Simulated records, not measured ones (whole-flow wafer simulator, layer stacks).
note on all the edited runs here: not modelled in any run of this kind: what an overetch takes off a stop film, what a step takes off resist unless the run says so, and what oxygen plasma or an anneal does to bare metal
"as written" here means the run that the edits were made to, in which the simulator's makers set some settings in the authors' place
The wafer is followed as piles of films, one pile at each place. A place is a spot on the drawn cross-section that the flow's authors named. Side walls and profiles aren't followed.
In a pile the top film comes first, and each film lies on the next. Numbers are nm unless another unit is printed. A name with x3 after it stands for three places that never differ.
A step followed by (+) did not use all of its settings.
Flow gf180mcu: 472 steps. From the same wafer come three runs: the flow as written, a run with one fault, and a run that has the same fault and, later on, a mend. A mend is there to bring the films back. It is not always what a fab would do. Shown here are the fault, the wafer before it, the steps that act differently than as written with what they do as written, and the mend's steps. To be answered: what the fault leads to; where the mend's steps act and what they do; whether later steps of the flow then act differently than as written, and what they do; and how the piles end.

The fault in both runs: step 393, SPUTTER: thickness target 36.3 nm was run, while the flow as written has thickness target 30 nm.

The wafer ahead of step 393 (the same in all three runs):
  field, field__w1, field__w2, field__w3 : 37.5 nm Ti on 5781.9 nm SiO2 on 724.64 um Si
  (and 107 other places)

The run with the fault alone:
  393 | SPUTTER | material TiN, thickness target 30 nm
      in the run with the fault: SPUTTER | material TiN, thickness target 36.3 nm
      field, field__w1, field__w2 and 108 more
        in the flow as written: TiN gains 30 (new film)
        in the run with the fault: TiN gains 36.3 (new film)
  Steps later in the flow that act otherwise than as written (1 more step, not shown, differs only slightly: by at most 2% or 0.5 nm, whichever is larger):
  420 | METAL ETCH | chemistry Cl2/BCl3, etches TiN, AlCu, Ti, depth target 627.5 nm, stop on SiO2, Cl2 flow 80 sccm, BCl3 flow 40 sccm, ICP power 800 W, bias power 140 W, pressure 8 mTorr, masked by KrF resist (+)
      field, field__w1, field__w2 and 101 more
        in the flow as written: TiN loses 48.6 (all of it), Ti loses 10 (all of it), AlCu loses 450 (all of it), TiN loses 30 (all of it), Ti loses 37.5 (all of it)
        in the run with the fault: TiN loses 48.6 (all of it), Ti loses 10 (all of it), AlCu loses 450 (all of it), TiN loses 36.3 (all of it), Ti loses 37.5 (all of it)
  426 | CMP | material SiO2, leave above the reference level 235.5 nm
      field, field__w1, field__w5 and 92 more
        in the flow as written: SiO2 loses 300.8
        in the run with the fault: SiO2 loses 294.5
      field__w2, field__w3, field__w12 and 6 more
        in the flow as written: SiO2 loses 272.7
        in the run with the fault: SiO2 loses 266.1
  By the end, the piles at field__w4, field__w8, contact, m1, m1__w1, mim, mim_1p0, m1_nw depart from the flow's by more than 2% or 0.5 nm, whichever is larger.
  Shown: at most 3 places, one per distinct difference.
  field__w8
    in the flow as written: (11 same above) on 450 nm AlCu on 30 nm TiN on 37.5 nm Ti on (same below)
    in the run with the fault: (11 same above) on 450 nm AlCu on 36.3 nm TiN on 37.5 nm Ti on (same below)
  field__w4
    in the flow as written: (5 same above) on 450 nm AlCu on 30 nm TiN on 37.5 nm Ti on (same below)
    in the run with the fault: (5 same above) on 450 nm AlCu on 36.3 nm TiN on 37.5 nm Ti on (same below)
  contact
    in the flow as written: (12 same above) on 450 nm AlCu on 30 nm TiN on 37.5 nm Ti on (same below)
    in the run with the fault: (12 same above) on 450 nm AlCu on 36.3 nm TiN on 37.5 nm Ti on (same below)

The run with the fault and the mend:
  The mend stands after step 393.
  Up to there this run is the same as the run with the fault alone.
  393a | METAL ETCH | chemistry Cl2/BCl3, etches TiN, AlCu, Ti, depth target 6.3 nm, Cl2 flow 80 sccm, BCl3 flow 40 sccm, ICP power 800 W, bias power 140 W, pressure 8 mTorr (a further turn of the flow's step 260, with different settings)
      field, field__w1, field__w2 and 108 more
        TiN loses 6.3
  Later steps of the flow that are run all act as written at every place that is followed.
  The piles end the same as the flow's at every place that both follow.
